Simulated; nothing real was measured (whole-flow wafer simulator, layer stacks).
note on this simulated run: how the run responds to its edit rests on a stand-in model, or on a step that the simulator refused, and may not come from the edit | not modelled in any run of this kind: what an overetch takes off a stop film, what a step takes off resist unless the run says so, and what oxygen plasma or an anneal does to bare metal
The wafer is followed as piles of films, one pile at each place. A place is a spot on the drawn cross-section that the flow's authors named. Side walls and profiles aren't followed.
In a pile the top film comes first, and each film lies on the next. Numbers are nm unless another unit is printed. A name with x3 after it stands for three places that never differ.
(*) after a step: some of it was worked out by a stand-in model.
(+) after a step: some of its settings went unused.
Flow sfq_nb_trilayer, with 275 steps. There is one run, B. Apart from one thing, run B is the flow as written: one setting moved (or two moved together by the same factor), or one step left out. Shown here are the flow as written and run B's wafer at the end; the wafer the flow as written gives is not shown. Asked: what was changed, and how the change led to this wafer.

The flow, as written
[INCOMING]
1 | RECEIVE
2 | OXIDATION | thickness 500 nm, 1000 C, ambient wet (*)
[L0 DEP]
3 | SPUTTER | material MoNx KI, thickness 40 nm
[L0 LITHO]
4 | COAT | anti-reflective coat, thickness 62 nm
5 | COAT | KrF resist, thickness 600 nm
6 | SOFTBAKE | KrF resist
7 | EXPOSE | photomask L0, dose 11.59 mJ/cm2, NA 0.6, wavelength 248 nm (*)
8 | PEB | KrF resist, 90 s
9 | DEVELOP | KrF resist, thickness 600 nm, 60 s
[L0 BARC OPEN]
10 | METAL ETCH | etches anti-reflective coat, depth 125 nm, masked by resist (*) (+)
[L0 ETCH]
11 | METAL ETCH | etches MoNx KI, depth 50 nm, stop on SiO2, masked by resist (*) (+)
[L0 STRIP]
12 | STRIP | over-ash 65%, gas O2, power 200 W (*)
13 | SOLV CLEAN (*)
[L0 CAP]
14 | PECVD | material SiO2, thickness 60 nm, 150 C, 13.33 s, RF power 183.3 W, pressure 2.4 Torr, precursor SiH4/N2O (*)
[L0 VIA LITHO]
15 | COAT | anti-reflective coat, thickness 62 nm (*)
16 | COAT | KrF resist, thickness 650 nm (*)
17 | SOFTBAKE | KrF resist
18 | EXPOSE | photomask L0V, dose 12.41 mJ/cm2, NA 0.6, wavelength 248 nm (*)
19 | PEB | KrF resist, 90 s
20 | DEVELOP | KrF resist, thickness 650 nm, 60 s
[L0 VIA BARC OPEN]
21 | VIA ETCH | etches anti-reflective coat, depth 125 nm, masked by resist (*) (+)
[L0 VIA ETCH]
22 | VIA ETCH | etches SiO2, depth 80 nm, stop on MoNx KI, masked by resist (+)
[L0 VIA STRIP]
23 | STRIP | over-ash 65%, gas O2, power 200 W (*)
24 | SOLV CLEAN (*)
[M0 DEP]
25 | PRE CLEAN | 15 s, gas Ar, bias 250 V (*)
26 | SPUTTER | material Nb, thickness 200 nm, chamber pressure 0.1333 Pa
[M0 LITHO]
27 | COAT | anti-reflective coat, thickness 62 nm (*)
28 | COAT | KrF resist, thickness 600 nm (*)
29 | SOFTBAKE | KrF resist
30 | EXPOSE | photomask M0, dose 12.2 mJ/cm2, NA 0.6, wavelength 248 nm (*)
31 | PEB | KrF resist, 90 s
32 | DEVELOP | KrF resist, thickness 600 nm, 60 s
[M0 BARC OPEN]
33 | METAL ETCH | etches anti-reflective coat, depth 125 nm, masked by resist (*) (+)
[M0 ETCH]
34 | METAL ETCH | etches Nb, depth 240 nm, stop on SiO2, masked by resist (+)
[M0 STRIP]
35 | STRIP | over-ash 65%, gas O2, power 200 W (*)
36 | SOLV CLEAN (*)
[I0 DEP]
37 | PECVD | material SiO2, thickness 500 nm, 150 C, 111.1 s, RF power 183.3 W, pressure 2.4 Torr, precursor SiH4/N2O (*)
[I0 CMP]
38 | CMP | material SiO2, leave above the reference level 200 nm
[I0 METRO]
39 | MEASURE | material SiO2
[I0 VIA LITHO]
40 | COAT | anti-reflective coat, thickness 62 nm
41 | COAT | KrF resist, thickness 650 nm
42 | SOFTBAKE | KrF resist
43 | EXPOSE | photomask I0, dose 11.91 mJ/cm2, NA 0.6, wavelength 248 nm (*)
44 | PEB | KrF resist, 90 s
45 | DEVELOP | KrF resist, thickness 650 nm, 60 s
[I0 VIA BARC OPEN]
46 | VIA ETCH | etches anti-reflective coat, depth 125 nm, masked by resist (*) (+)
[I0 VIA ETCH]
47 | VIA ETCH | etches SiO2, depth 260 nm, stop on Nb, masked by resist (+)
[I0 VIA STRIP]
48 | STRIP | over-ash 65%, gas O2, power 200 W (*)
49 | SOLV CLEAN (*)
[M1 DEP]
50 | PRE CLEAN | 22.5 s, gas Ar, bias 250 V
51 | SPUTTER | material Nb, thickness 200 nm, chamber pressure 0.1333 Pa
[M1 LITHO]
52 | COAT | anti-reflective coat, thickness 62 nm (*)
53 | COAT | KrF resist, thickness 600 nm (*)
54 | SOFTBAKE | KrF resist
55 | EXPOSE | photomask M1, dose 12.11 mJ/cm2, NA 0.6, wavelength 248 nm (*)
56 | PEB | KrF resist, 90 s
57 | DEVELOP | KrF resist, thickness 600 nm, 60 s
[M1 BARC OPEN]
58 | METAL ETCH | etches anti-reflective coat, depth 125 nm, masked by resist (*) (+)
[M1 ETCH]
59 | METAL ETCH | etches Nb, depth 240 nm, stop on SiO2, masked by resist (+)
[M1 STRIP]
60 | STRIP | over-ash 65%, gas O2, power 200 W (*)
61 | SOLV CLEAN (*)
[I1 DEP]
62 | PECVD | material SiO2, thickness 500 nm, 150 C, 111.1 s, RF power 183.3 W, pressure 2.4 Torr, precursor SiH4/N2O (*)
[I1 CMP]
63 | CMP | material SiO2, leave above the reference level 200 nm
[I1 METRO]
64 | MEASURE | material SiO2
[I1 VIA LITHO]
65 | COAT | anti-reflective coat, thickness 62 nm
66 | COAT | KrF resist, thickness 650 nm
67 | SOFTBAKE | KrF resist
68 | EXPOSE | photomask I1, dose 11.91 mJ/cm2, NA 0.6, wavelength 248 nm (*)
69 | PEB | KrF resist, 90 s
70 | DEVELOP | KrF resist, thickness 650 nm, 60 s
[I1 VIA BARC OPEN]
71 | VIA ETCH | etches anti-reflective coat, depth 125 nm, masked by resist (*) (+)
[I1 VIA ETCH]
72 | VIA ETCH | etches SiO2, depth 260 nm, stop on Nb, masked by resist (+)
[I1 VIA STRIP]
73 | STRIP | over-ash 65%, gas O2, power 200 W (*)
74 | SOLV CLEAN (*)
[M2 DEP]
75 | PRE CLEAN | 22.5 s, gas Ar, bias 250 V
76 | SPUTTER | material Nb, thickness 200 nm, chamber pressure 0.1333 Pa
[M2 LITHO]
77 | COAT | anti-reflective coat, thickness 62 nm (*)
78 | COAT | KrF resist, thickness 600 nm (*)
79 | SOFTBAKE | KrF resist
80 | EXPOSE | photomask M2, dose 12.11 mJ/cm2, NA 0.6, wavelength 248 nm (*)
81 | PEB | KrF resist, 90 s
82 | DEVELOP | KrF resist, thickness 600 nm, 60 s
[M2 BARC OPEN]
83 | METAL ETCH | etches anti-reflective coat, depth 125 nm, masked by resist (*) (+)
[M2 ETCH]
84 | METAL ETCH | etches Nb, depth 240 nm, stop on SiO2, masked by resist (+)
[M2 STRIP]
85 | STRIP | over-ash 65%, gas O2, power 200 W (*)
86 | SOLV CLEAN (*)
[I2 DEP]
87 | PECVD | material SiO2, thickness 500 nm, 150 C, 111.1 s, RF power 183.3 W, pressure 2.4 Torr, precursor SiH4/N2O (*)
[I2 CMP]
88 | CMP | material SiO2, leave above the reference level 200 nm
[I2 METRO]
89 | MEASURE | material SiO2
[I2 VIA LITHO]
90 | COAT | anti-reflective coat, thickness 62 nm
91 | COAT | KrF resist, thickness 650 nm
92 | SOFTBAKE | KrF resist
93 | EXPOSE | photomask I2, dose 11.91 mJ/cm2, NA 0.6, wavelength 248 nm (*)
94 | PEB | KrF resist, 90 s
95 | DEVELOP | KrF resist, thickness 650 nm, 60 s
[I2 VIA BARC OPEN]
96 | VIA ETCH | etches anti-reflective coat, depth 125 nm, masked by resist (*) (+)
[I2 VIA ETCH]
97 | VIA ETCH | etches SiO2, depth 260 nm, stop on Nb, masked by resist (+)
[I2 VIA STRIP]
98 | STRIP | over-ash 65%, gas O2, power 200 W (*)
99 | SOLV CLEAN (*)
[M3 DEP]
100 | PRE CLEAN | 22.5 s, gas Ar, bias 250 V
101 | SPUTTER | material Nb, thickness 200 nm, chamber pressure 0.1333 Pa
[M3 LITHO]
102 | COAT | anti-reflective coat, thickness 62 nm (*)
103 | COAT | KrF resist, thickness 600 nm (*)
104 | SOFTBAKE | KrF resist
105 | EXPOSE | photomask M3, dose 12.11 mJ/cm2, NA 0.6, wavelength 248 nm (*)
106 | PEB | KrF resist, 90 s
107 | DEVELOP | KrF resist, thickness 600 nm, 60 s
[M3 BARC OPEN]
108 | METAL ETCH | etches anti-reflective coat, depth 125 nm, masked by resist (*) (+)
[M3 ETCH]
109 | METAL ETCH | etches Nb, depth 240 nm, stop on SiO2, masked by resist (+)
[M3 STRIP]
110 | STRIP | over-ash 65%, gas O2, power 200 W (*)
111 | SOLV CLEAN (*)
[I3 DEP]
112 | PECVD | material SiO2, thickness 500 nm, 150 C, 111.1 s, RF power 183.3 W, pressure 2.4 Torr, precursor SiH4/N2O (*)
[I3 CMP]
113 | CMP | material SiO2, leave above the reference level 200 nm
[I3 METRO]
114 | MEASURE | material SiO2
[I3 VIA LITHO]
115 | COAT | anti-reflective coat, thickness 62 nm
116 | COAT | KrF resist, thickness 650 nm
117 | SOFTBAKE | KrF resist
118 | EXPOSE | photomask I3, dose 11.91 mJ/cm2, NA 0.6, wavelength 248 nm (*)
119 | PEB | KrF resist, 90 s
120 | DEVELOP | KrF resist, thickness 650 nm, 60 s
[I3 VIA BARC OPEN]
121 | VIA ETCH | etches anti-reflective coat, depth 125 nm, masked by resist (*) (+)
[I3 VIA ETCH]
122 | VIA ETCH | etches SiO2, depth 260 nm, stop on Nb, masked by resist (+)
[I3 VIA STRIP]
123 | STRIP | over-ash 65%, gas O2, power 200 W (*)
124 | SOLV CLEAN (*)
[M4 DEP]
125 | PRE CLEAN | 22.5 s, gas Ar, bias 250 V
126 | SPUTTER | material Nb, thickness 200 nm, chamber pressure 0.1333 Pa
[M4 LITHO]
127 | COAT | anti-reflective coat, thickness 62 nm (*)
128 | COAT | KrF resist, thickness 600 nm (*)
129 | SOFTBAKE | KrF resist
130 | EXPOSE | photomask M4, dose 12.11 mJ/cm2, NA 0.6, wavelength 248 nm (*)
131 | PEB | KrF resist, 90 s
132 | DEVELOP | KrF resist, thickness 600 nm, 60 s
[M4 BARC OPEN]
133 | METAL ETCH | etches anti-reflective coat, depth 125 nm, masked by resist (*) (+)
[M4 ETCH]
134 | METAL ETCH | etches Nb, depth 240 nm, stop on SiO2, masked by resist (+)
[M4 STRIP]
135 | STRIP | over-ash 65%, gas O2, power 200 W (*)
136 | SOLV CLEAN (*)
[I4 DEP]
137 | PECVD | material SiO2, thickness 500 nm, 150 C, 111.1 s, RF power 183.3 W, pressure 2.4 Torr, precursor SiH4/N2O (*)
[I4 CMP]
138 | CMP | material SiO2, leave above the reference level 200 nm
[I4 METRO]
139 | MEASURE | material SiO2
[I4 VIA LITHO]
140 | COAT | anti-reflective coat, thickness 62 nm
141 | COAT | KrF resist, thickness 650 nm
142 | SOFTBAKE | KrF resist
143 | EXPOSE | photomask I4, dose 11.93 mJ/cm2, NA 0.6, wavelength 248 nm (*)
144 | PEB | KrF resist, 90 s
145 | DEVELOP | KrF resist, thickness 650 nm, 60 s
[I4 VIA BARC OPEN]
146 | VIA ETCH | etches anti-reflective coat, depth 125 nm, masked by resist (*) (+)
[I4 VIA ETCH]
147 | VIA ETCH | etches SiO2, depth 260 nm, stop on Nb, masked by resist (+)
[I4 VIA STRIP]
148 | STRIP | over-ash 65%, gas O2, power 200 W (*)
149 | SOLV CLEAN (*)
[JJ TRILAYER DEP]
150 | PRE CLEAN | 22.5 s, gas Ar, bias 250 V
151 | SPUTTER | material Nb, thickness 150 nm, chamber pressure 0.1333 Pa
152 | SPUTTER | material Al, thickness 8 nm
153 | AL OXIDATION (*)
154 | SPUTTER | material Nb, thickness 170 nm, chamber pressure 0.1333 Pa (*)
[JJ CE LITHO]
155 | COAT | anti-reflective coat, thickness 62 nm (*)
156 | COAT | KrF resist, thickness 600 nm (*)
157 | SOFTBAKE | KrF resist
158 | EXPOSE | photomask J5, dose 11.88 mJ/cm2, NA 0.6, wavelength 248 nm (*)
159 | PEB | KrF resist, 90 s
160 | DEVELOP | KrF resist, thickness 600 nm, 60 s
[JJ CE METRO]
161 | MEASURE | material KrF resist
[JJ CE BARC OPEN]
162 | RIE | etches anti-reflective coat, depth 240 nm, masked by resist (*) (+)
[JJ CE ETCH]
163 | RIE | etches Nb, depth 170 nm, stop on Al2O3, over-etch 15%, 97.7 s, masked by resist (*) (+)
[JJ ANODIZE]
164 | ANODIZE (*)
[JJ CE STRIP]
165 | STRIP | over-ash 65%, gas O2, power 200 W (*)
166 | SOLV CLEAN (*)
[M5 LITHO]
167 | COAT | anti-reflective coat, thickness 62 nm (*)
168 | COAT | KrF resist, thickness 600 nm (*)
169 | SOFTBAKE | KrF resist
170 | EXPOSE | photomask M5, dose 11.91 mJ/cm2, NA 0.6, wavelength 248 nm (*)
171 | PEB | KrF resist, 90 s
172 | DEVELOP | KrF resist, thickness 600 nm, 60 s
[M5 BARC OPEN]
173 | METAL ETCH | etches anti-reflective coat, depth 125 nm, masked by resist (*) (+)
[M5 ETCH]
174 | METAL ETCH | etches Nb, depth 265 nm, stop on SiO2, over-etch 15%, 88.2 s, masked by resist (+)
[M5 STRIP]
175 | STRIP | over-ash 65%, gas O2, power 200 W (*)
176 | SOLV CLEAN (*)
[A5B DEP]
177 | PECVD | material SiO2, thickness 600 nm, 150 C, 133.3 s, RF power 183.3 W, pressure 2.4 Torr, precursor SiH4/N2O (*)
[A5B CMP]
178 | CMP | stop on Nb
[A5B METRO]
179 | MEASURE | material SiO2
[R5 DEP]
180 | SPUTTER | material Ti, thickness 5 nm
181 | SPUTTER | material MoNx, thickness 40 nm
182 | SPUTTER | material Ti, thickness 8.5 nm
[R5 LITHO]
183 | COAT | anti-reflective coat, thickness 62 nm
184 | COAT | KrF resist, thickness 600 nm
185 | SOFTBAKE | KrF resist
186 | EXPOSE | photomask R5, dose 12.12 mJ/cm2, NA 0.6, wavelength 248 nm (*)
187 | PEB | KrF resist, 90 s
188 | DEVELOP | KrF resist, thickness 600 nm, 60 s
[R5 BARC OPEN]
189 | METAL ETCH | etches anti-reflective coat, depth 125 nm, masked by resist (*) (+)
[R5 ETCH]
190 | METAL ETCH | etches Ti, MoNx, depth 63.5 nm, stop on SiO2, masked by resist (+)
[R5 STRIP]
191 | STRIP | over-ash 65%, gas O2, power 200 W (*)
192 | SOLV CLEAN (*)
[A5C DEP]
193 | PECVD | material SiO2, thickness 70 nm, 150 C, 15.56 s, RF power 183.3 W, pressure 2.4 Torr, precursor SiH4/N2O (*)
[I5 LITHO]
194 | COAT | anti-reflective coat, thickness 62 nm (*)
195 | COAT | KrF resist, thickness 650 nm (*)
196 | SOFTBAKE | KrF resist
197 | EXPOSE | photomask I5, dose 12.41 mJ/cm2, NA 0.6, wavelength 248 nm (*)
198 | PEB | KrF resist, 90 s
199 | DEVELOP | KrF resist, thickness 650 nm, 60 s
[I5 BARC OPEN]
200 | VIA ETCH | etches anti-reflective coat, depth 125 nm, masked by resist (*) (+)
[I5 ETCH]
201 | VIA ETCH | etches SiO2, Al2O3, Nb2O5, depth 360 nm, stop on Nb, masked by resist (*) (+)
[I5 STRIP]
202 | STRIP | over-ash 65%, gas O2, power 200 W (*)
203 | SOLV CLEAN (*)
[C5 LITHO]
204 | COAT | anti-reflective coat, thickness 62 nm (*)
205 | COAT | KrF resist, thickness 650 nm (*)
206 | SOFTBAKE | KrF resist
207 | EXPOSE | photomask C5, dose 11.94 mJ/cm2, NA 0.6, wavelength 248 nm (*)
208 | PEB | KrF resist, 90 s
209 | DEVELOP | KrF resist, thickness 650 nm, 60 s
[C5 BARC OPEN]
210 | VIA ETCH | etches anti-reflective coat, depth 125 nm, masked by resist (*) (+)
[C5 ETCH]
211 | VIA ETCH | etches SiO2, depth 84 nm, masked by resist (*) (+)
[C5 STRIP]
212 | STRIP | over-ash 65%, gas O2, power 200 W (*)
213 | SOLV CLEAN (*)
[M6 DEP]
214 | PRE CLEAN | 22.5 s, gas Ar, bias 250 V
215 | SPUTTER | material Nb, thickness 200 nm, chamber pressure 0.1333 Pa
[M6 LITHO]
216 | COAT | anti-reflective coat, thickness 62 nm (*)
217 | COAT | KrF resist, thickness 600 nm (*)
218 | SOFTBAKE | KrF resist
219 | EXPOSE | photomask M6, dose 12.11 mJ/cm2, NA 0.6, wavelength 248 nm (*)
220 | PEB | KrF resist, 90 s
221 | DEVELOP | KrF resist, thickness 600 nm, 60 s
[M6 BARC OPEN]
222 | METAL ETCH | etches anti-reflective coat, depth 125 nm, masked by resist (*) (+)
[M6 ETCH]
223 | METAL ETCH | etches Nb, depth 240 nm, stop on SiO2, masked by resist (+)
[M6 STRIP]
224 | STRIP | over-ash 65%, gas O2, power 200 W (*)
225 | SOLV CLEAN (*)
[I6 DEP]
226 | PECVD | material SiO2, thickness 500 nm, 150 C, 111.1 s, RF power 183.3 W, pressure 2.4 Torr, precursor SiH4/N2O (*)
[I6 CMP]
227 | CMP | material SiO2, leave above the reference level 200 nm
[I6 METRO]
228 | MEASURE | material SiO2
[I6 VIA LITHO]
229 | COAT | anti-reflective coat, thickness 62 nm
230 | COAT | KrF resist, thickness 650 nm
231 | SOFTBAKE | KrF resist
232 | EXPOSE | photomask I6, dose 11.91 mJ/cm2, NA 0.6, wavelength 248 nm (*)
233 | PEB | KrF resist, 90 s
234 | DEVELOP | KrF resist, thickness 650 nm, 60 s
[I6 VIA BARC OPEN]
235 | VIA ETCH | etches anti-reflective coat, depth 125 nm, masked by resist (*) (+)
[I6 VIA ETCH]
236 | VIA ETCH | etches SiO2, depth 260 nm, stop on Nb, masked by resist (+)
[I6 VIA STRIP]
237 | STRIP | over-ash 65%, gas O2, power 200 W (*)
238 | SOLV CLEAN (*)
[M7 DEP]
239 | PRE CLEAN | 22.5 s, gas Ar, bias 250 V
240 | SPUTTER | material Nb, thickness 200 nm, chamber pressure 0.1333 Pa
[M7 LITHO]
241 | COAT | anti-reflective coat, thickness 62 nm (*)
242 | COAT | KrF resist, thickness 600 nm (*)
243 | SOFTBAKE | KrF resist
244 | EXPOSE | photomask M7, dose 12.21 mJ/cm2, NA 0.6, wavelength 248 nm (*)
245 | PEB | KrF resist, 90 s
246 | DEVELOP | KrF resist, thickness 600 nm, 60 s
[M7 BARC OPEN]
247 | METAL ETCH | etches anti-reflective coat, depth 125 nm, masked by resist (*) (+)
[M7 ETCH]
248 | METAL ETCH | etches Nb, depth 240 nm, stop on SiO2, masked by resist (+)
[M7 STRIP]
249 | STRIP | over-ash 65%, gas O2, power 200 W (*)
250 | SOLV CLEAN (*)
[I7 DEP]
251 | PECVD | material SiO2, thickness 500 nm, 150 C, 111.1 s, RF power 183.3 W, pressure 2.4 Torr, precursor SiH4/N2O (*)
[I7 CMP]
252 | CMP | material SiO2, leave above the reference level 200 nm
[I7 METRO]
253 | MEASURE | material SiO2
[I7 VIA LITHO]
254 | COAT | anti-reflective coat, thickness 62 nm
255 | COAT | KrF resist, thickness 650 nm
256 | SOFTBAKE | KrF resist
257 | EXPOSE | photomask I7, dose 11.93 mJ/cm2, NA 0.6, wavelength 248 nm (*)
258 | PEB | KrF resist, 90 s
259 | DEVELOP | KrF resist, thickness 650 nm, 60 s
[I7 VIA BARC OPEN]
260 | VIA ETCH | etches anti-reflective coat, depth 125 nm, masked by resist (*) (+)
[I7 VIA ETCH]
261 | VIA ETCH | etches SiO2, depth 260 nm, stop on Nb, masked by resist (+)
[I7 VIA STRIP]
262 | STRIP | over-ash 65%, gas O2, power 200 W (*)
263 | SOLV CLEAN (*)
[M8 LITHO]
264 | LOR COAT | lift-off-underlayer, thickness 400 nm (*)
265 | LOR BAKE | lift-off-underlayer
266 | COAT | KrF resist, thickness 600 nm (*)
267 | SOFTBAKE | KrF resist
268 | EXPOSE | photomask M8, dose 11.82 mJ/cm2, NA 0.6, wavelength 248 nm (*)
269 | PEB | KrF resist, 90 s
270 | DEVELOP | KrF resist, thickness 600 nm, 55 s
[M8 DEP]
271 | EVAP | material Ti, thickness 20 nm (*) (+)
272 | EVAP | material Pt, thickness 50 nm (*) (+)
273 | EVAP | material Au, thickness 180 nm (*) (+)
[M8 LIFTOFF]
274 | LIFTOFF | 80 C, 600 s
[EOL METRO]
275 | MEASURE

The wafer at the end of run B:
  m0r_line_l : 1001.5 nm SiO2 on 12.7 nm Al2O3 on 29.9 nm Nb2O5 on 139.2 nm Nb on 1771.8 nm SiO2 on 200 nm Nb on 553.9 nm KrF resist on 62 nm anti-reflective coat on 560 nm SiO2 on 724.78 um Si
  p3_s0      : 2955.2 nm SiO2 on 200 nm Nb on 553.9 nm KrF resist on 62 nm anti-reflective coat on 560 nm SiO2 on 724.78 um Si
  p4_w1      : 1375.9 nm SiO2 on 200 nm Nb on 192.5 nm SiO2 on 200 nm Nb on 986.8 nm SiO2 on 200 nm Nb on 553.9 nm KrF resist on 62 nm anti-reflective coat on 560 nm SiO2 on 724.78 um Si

The reason: step 23, STRIP: over-ash 65%, gas O2, power 200 W (*), was omitted.

The path from the change to this, step by step:
  25 | PRE CLEAN | 15 s, gas Ar, bias 250 V (*)
      field_l, v_sur, via_wl and 102 more: KrF resist loses 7 (as written it would have been: SiO2 loses 5)
  26 | SPUTTER | material Nb, thickness 200 nm, chamber pressure 0.1333 Pa
      l0v: Nb gains 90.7 (new film) (as written it would have been: Nb gains 195.7 (new film))
  27 | COAT | anti-reflective coat, thickness 62 nm (*)
      gap, jj_sur, ce_l, c5j, ce_r: anti-reflective coat gains 61.9 (new film) (as written it would have been: anti-reflective coat gains 63.6 (new film))
      be, be_sur: anti-reflective coat gains 62 (new film) (as written it would have been: anti-reflective coat gains 63.7 (new film))
      (also at 34 further places)
  28 | COAT | KrF resist, thickness 600 nm (*)
      via_wl: KrF resist gains 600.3 (new film) (as written it would have been: KrF resist gains 613.6 (new film))
      lsp_m: KrF resist gains 591.7 (new film) (as written it would have been: KrF resist gains 607.8 (new film))
      (also at 5 further places)
  31 | PEB | KrF resist, 90 s
      l0v: KrF resist loses 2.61 (as written it would have been: KrF resist loses 1.3)
  33 | METAL ETCH | etches anti-reflective coat, depth 125 nm, masked by resist (*) (+)
      moat: anti-reflective coat loses 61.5 (all of it) (as written it would have been: anti-reflective coat loses 63.7 (all of it))
  34 | METAL ETCH | etches Nb, depth 240 nm, stop on SiO2, masked by resist (+)
      moat, m0r_space_l, m0r_space_r: Nb loses 200 (all of it), KrF resist loses 40 (as written it would have been: Nb loses 200 (all of it))
  35 | STRIP | over-ash 65%, gas O2, power 200 W (*)
      m0r_space_l, m0r_space_r: KrF resist loses 513.9 (all of it), anti-reflective coat loses 62 (all of it) (as written it would have been: nothing)
      moat: KrF resist loses 521.1 (all of it), anti-reflective coat loses 63.8 (all of it) (as written it would have been: nothing)
      (also at 40 further places)
  37 | PECVD | material SiO2, thickness 500 nm, 150 C, 111.1 s, RF power 183.3 W, pressure 2.4 Torr, precursor SiH4/N2O (*)
      l0v: SiO2 gains 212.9 (new film), void gains 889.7 (new film), SiO2 gains 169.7 (new film) (as written it would have been: SiO2 gains 500 (new film))
      m0r_space_l, m0r_space_r: SiO2 gains 500 (as written it would have been: SiO2 gains 557.1)
      (also at 1 further place)
  38 | CMP | material SiO2, leave above the reference level 200 nm
      moat, m0r_space_l, m0r_space_r: nothing (as written it would have been: SiO2 loses 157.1)
      l0v: SiO2 loses 212.9 (all of it), void loses 889.7 (all of it) (as written it would have been: SiO2 loses 277.8)
      (also at 80 further places)
  40 | COAT | anti-reflective coat, thickness 62 nm
      c5j, ce_r, sp_r, be_r, res: anti-reflective coat gains 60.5 (new film) (as written it would have been: anti-reflective coat gains 62 (new film))
      be_sur, gap, r_sur: anti-reflective coat gains 60.7 (new film) (as written it would have been: anti-reflective coat gains 62 (new film))
      (also at 16 further places)
  41 | COAT | KrF resist, thickness 650 nm
      m0r_space_l, m0r_space_r: KrF resist gains 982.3 (new film) (as written it would have been: KrF resist gains 650 (new film))
      moat: KrF resist gains 1148.8 (new film) (as written it would have been: KrF resist gains 650 (new film))
      (also at 9 further places)
  44 | PEB | KrF resist, 90 s
      m0r_space_l, m0r_space_r: KrF resist loses 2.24 (as written it would have been: KrF resist loses 1.38)
      moat: KrF resist loses 2.75 (as written it would have been: KrF resist loses 1.38)
      (also at 1 further place)
  47 | VIA ETCH | etches SiO2, depth 260 nm, stop on Nb, masked by resist (+)
      via_w: SiO2 loses 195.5 (all of it) (as written it would have been: SiO2 loses 199.8 (all of it))
  48 | STRIP | over-ash 65%, gas O2, power 200 W (*)
      m0r_line_l, m0r_line_r: KrF resist loses 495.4 (all of it), anti-reflective coat loses 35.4 (all of it) (as written it would have been: KrF resist loses 528.6 (all of it), anti-reflective coat loses 62 (all of it))
      m0r_space_l, m0r_space_r: KrF resist loses 861 (all of it), anti-reflective coat loses 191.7 (all of it) (as written it would have been: KrF resist loses 528.6 (all of it), anti-reflective coat loses 62 (all of it))
      (also at 20 further places)
  51 | SPUTTER | material Nb, thickness 200 nm, chamber pressure 0.1333 Pa
      m0r_space_l, m0r_space_r: Nb gains 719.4 (new film) (as written it would have been: Nb gains 200 (new film))
      via_w: Nb gains 171 (as written it would have been: Nb gains 174.5)
      (also at 2 further places)
  ... another 74 steps ...
  178 | CMP | stop on Nb
      moat: SiO2 loses 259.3 (as written it would have been: SiO2 loses 252.3)
